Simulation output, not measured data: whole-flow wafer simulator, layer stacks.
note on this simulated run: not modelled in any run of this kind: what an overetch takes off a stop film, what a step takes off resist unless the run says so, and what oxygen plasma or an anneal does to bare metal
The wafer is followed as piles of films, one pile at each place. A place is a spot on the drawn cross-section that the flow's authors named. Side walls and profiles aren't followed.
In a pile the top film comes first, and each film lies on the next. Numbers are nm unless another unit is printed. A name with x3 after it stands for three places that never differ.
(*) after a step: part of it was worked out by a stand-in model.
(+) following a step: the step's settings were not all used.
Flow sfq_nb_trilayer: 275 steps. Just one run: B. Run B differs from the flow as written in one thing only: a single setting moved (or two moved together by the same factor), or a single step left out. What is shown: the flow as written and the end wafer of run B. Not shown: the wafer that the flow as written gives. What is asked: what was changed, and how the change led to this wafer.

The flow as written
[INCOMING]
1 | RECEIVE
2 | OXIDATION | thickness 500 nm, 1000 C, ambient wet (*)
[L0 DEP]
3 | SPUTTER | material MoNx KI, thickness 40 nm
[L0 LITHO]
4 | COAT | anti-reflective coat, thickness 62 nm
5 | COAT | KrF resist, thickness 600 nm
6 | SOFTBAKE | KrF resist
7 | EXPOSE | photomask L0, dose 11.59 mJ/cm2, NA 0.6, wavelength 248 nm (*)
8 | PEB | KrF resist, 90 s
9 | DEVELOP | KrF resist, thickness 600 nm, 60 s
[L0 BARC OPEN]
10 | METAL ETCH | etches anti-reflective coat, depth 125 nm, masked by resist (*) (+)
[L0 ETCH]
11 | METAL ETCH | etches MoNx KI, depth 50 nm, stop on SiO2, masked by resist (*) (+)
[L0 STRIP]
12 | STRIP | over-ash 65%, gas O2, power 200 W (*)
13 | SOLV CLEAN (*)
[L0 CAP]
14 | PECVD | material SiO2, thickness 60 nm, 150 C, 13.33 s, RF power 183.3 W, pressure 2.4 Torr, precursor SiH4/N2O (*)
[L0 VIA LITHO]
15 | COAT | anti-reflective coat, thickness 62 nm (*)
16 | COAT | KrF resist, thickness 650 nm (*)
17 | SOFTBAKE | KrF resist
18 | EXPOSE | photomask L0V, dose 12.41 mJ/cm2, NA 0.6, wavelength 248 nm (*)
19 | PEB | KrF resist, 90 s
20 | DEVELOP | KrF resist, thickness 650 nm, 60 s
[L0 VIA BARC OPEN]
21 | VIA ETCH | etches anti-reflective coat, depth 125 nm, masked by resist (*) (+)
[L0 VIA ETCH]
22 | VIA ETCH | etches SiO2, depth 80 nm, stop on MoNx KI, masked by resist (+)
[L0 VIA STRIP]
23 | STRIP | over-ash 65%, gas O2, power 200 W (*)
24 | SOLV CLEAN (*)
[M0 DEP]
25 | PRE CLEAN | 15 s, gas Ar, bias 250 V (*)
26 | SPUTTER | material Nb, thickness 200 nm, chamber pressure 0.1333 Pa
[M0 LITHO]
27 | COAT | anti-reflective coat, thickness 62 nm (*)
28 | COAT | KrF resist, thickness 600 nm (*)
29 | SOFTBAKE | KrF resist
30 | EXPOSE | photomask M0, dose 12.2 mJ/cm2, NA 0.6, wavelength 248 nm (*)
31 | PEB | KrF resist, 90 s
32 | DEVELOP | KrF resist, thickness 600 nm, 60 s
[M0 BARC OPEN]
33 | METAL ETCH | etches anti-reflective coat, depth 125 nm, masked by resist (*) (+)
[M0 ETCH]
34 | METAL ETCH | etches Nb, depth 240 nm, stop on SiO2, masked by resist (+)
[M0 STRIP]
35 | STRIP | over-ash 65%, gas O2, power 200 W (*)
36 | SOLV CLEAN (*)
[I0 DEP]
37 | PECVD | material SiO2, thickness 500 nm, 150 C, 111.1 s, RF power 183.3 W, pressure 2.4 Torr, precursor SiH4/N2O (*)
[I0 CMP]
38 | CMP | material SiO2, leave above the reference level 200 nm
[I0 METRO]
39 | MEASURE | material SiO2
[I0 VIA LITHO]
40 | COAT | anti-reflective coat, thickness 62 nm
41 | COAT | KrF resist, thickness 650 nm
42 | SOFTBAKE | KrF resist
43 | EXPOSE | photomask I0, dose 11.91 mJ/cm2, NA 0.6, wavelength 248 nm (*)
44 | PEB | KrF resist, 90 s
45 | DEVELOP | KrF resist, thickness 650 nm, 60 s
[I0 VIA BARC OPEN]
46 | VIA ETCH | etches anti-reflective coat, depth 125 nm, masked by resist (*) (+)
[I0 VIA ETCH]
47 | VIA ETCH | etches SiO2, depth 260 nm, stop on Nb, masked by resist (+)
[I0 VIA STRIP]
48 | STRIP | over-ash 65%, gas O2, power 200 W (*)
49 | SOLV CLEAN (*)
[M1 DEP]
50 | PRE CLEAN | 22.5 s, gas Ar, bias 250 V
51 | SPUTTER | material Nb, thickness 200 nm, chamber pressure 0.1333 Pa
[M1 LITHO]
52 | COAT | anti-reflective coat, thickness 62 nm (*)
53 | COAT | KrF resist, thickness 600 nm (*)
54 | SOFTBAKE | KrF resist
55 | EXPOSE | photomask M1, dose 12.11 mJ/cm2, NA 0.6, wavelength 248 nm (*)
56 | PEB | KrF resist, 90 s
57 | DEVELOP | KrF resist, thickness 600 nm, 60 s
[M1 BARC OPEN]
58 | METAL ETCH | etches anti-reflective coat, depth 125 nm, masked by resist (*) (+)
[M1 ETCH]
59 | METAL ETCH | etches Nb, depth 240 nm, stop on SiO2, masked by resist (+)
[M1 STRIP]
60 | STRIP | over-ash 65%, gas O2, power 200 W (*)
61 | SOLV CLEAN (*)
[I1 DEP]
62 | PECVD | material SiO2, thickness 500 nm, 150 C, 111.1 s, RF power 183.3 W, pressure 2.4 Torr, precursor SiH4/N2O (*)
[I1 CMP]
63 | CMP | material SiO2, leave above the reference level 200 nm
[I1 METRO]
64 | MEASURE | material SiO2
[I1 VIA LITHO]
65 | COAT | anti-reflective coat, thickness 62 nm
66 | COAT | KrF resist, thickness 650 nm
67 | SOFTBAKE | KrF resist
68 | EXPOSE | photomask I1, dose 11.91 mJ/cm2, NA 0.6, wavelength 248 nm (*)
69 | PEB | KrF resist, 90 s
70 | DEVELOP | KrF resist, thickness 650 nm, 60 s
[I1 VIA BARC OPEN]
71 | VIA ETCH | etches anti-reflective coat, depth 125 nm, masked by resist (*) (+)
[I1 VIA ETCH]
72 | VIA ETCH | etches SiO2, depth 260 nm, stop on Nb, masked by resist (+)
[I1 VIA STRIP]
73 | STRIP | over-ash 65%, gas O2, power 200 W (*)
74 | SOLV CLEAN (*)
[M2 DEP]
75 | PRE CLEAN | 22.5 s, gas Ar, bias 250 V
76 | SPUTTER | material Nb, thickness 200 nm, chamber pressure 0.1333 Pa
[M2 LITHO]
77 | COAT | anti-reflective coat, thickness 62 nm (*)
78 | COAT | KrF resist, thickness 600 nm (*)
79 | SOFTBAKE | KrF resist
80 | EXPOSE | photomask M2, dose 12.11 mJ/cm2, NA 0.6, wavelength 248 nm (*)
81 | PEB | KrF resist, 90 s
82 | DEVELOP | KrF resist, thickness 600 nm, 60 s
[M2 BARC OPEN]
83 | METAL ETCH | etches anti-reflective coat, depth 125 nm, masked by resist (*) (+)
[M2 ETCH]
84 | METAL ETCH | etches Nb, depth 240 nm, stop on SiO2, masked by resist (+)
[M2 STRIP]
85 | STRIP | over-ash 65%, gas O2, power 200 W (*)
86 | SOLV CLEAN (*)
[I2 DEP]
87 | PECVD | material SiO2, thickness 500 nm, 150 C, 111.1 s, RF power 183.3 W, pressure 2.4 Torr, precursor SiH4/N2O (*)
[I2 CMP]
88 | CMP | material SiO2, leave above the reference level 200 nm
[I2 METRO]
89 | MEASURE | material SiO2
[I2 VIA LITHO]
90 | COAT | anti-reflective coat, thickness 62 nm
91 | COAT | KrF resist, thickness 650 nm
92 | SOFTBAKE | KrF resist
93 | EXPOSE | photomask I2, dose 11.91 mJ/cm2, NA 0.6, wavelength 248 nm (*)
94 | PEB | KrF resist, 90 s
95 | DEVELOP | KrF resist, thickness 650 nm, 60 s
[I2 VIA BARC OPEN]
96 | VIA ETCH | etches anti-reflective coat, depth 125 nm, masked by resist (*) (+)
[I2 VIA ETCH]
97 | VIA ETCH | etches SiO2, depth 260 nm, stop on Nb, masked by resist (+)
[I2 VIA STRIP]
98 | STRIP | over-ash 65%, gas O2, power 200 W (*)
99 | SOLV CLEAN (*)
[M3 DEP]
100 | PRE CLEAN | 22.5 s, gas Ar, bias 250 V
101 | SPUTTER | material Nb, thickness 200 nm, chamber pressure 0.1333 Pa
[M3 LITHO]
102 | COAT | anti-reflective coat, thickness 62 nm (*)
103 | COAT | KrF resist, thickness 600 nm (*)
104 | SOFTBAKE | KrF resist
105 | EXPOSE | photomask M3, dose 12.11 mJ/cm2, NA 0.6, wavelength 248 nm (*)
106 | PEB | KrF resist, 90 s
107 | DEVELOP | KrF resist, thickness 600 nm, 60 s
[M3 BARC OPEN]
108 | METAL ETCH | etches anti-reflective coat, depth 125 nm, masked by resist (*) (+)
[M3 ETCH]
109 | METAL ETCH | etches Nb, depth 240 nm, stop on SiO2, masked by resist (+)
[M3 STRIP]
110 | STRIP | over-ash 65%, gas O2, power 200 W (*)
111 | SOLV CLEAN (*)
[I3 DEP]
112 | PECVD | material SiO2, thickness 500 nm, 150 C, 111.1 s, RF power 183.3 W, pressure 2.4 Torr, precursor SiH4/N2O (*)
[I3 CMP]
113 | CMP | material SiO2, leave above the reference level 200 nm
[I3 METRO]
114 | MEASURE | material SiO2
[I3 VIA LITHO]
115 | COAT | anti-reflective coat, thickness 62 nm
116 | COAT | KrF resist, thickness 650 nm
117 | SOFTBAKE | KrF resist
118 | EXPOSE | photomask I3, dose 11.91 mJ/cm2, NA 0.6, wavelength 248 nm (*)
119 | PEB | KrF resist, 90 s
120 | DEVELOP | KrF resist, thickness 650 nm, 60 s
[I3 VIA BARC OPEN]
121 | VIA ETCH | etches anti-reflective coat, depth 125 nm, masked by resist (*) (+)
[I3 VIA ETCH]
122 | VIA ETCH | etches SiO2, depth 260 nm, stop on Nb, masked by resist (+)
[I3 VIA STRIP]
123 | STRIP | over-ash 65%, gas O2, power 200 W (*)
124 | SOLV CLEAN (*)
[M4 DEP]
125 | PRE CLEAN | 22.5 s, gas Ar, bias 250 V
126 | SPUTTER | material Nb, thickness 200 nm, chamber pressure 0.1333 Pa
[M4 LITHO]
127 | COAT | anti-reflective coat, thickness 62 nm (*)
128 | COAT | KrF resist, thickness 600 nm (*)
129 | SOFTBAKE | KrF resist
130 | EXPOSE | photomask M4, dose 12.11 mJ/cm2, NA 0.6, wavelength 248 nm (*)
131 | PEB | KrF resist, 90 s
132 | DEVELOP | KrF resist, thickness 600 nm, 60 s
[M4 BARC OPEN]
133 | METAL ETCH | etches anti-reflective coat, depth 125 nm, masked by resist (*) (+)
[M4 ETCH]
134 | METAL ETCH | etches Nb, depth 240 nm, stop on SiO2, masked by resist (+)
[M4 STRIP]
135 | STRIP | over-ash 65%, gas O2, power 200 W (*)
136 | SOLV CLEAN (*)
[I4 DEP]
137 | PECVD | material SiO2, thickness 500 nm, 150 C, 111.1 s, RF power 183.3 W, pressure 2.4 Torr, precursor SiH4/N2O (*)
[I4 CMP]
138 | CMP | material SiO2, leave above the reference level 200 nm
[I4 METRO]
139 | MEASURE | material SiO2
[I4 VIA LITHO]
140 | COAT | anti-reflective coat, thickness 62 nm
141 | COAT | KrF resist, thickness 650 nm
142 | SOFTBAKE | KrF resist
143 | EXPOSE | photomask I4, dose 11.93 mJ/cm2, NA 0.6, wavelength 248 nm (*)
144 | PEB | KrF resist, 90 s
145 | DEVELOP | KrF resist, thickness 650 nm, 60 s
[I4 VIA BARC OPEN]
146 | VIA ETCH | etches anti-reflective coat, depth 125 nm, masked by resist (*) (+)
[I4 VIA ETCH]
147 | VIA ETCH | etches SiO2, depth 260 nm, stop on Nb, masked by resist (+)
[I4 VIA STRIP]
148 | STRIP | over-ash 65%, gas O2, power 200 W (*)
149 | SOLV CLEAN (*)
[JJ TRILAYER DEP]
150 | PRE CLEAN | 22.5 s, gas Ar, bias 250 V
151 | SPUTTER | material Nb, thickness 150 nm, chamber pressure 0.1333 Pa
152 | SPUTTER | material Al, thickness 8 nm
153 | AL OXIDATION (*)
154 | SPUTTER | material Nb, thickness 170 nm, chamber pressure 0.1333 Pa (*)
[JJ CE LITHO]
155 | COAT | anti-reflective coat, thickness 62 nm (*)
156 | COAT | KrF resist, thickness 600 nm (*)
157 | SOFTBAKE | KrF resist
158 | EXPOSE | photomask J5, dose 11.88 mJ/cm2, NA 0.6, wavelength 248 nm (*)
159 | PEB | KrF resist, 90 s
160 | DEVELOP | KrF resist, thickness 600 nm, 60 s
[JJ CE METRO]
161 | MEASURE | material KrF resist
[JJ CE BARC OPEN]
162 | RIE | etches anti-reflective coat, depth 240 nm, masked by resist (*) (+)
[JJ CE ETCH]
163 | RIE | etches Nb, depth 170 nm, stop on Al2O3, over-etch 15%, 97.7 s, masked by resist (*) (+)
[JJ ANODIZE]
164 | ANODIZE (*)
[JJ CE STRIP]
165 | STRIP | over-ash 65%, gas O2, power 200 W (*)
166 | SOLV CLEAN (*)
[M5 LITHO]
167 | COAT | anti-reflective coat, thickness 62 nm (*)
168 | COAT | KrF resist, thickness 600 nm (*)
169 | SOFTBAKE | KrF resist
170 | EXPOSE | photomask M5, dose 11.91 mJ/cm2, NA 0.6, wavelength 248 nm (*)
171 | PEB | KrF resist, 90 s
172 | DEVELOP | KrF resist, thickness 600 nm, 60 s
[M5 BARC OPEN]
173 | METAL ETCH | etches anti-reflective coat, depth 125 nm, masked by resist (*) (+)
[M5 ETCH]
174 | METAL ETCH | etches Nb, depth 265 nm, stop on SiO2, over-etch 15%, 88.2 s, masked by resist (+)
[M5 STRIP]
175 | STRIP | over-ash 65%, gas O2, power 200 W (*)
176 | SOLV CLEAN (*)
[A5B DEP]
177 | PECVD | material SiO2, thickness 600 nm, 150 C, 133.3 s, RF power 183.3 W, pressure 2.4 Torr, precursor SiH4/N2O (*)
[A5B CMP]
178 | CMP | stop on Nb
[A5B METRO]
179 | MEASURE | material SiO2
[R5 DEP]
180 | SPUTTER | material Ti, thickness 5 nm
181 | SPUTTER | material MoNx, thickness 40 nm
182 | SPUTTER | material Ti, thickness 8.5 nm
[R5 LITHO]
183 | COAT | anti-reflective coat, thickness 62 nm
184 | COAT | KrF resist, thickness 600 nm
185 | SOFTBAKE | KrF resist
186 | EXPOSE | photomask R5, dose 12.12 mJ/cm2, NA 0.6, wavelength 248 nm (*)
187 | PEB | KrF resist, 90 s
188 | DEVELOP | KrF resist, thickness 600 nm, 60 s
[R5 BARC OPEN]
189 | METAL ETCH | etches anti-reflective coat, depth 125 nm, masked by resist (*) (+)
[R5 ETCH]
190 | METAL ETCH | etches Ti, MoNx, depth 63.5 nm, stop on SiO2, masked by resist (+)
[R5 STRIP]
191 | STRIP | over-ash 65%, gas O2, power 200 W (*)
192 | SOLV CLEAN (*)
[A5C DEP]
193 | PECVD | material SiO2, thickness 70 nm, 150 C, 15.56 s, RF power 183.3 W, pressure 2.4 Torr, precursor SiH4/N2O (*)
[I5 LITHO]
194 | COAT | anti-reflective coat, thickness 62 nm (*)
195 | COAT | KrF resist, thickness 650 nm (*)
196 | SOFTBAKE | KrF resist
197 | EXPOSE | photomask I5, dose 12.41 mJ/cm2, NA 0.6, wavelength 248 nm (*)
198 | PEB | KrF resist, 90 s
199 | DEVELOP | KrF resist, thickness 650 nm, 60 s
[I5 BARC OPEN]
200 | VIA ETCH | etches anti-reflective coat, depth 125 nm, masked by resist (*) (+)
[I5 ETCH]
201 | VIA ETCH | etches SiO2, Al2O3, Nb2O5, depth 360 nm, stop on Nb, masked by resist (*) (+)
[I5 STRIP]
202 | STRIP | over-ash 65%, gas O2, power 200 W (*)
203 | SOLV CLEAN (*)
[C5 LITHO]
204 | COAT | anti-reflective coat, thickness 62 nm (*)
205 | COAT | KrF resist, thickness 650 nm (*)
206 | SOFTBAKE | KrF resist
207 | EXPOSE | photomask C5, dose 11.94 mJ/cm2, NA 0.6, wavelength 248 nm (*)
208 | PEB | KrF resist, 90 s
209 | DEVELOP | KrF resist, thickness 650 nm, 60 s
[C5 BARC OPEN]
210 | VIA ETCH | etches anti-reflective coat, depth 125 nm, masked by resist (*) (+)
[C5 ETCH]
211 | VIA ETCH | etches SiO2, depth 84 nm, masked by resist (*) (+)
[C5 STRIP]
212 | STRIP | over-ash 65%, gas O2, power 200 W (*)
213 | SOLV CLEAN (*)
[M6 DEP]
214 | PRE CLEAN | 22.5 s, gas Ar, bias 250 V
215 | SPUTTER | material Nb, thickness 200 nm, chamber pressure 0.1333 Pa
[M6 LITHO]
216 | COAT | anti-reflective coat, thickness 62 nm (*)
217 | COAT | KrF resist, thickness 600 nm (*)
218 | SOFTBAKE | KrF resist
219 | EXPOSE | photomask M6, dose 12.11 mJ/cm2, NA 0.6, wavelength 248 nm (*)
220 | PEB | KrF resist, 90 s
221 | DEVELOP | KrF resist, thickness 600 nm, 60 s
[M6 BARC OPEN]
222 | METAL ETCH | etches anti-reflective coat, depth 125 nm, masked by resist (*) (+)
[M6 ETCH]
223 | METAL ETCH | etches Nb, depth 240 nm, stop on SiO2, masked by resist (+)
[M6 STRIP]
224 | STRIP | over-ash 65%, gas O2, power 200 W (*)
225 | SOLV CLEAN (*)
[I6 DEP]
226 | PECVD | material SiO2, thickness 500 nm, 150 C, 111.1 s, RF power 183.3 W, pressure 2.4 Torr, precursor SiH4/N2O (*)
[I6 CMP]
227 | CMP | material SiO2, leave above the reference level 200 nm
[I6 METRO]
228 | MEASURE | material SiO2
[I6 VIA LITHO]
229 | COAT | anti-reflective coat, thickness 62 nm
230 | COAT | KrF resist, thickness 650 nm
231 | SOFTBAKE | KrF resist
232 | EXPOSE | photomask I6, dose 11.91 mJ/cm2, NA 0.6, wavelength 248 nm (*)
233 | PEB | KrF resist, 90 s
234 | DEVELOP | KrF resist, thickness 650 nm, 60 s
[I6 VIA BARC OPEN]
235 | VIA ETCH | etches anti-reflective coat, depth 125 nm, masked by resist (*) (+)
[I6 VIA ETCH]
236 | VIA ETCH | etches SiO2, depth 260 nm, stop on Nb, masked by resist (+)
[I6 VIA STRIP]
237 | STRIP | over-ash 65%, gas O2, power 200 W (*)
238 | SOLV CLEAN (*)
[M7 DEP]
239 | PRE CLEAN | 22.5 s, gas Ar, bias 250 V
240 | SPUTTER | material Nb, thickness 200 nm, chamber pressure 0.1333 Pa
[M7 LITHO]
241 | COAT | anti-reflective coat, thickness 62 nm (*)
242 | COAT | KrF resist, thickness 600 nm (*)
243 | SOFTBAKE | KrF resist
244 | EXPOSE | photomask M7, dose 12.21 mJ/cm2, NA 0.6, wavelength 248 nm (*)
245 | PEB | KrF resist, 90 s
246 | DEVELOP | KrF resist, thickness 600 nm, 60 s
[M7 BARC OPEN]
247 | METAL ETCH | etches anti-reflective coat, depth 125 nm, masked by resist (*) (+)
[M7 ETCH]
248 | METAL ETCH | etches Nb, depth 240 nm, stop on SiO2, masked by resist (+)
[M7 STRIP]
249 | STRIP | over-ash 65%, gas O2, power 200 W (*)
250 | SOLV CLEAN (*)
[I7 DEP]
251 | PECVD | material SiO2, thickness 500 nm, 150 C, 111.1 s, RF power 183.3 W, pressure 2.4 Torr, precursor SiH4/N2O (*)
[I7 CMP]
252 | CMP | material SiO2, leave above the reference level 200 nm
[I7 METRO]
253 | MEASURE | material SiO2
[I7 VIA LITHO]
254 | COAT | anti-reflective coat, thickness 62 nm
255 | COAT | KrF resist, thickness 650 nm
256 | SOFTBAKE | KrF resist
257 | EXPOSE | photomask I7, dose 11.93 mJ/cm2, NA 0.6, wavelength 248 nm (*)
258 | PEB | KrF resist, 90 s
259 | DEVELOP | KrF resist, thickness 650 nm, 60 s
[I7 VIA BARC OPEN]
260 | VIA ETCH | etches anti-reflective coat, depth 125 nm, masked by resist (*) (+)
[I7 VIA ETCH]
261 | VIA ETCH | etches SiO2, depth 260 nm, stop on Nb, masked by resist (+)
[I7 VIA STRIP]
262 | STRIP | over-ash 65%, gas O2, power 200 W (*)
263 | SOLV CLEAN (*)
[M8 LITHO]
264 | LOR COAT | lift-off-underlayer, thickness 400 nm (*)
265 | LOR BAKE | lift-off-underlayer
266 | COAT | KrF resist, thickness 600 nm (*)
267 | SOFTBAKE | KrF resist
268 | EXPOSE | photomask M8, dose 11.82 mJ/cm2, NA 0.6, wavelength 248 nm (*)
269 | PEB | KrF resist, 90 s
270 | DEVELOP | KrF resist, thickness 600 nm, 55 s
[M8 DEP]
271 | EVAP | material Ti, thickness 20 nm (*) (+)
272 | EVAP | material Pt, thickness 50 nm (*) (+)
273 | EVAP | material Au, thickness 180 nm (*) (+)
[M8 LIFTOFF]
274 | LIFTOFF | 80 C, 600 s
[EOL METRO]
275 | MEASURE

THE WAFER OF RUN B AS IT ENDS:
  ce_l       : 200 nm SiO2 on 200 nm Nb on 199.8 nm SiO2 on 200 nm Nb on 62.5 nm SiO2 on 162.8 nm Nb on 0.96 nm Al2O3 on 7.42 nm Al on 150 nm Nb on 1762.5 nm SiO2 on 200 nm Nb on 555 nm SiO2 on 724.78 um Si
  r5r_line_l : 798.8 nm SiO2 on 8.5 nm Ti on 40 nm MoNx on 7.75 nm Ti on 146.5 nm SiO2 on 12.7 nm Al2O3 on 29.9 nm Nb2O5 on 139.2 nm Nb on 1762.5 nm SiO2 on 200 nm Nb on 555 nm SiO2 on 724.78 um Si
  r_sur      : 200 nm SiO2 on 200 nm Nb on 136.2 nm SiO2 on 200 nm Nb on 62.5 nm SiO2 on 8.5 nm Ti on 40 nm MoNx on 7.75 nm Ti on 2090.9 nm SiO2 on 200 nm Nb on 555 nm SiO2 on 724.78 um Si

What caused this: step 180, SPUTTER: thickness 7.75 nm was run, whereas the flow has thickness 5 nm.
One can read it off the wafer: r5r_line_l has Ti 7.75, and step 180 as written asks for 5 nm.

Step by step, how the change led to this:
  180 | SPUTTER | material Ti, thickness 5 nm
      field_l, v_sur, via_wl and 103 more: +7.75 Ti (new film) (as written it would have been: +5 Ti (new film))
  190 | METAL ETCH | etches Ti, MoNx, depth 63.5 nm, stop on SiO2, masked by resist (+)
      field_l, v_sur, via_wl and 92 more: -8.5 Ti (all of it), -40 MoNx (all of it), -7.75 Ti (all of it) (as written it would have been: -8.5 Ti (all of it), -40 MoNx (all of it), -5 Ti (all of it))
      ce_l, c5j, ce_r, wl_jj: -8.5 Ti (all of it), -40 MoNx (all of it), -7.75 Ti (all of it), -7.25 Nb (as written it would have been: -8.5 Ti (all of it), -40 MoNx (all of it), -5 Ti (all of it), -10 Nb)
  216 | COAT | anti-reflective coat, thickness 62 nm (*)
      sp_r: +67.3 anti-reflective coat (new film) (as written it would have been: +65.9 anti-reflective coat (new film))
  224 | STRIP | over-ash 65%, gas O2, power 200 W (*)
      sp_r: -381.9 KrF resist (all of it), -67.3 anti-reflective coat (all of it) (as written it would have been: -382 KrF resist (all of it), -65.9 anti-reflective coat (all of it))
